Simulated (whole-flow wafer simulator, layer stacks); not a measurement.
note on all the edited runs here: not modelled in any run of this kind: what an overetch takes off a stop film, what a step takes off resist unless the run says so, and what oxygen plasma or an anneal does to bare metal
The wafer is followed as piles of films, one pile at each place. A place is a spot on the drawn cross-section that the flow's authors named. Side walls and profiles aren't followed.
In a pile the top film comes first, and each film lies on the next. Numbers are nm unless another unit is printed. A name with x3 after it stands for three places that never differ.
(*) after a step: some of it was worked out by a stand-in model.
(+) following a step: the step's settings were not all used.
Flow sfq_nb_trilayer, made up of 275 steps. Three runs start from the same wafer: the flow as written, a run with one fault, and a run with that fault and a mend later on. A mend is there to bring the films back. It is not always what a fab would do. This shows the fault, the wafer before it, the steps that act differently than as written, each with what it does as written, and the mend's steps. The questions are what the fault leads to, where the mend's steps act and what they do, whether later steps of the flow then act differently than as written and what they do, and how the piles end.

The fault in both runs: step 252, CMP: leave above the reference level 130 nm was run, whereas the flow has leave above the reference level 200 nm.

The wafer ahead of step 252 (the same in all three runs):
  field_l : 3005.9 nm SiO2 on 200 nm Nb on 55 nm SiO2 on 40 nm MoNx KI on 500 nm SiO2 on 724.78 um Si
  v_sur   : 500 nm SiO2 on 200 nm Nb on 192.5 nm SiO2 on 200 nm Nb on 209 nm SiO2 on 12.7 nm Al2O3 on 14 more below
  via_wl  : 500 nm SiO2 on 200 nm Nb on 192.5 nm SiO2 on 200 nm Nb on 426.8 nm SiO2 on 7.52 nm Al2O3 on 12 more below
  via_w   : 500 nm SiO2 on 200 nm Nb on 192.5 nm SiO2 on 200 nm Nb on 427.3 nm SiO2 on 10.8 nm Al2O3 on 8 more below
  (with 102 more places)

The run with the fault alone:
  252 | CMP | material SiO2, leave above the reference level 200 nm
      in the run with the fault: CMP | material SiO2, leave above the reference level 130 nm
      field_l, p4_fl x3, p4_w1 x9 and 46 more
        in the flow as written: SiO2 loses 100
        in the run with the fault: SiO2 loses 170
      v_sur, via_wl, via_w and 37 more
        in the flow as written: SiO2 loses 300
        in the run with the fault: SiO2 loses 370
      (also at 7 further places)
  Steps later in the flow that act otherwise than as written (not shown: 2 more steps that differ only slightly, by at most 2% or 0.5 nm, whichever is larger):
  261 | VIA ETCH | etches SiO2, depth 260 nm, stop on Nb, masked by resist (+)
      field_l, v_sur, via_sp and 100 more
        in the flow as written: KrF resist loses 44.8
        in the run with the fault: KrF resist loses 33.6
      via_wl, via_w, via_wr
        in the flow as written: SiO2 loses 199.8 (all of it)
        in the run with the fault: SiO2 loses 129.8 (all of it)
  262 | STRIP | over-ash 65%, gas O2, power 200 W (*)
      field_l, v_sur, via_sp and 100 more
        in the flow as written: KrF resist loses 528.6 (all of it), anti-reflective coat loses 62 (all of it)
        in the run with the fault: KrF resist loses 539.9 (all of it), anti-reflective coat loses 62 (all of it)
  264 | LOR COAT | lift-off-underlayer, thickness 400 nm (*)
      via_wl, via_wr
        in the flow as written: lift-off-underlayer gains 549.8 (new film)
        in the run with the fault: lift-off-underlayer gains 497.4 (new film)
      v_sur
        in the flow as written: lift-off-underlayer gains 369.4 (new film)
        in the run with the fault: lift-off-underlayer gains 380.1 (new film)
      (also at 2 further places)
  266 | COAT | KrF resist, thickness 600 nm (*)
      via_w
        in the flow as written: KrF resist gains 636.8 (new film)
        in the run with the fault: KrF resist gains 623.9 (new film)
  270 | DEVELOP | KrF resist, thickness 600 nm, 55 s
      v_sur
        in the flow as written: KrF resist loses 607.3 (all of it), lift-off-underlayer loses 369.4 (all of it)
        in the run with the fault: KrF resist loses 604.3 (all of it), lift-off-underlayer loses 380.1 (all of it)
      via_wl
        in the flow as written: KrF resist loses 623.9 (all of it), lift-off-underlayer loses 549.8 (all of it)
        in the run with the fault: KrF resist loses 615.1 (all of it), lift-off-underlayer loses 497.4 (all of it)
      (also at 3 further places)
  By the end, the piles at field_l, v_sur, via_sp and 100 more depart from the flow's by more than 2% or 0.5 nm, whichever is larger.
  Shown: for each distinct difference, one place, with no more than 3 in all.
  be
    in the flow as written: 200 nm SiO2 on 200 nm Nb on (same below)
    in the run with the fault: 130 nm SiO2 on 200 nm Nb on (same below)
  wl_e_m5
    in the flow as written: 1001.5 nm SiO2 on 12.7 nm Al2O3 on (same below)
    in the run with the fault: 931.5 nm SiO2 on 12.7 nm Al2O3 on (same below)
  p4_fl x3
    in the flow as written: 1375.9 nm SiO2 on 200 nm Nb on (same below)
    in the run with the fault: 1305.9 nm SiO2 on 200 nm Nb on (same below)

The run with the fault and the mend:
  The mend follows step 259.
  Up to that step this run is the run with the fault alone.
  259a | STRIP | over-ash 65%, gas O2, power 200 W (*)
      field_l, v_sur, via_sp and 100 more
        KrF resist loses 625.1 (all of it), anti-reflective coat loses 62 (all of it)
      via_wl, via_w, via_wr
        anti-reflective coat loses 62 (all of it)
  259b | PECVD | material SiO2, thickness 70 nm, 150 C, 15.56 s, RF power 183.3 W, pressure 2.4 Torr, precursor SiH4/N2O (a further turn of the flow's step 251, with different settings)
      field_l, v_sur, via_wl and 103 more
        SiO2 gains 70
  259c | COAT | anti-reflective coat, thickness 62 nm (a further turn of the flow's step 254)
      field_l, v_sur, via_wl and 103 more
        anti-reflective coat gains 62 (new film)
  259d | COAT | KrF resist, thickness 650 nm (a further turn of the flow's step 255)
      field_l, v_sur, via_wl and 103 more
        KrF resist gains 650 (new film)
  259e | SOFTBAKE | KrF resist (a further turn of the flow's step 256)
      leaves every film unchanged at each place that is followed
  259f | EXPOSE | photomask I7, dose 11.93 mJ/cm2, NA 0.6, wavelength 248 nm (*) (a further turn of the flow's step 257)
      leaves every film unchanged at each place that is followed
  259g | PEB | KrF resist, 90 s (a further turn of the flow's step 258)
      field_l, v_sur, via_wl and 103 more
        KrF resist loses 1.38
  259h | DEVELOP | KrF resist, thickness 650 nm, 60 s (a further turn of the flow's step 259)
      field_l, v_sur, via_sp and 100 more
        KrF resist loses 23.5
      via_wl, via_w, via_wr
        KrF resist loses 648.6 (all of it)
  Every later step of the flow that is run acts as written at every place that is followed.
  At every place that both follow, the piles at the end match the flow's.
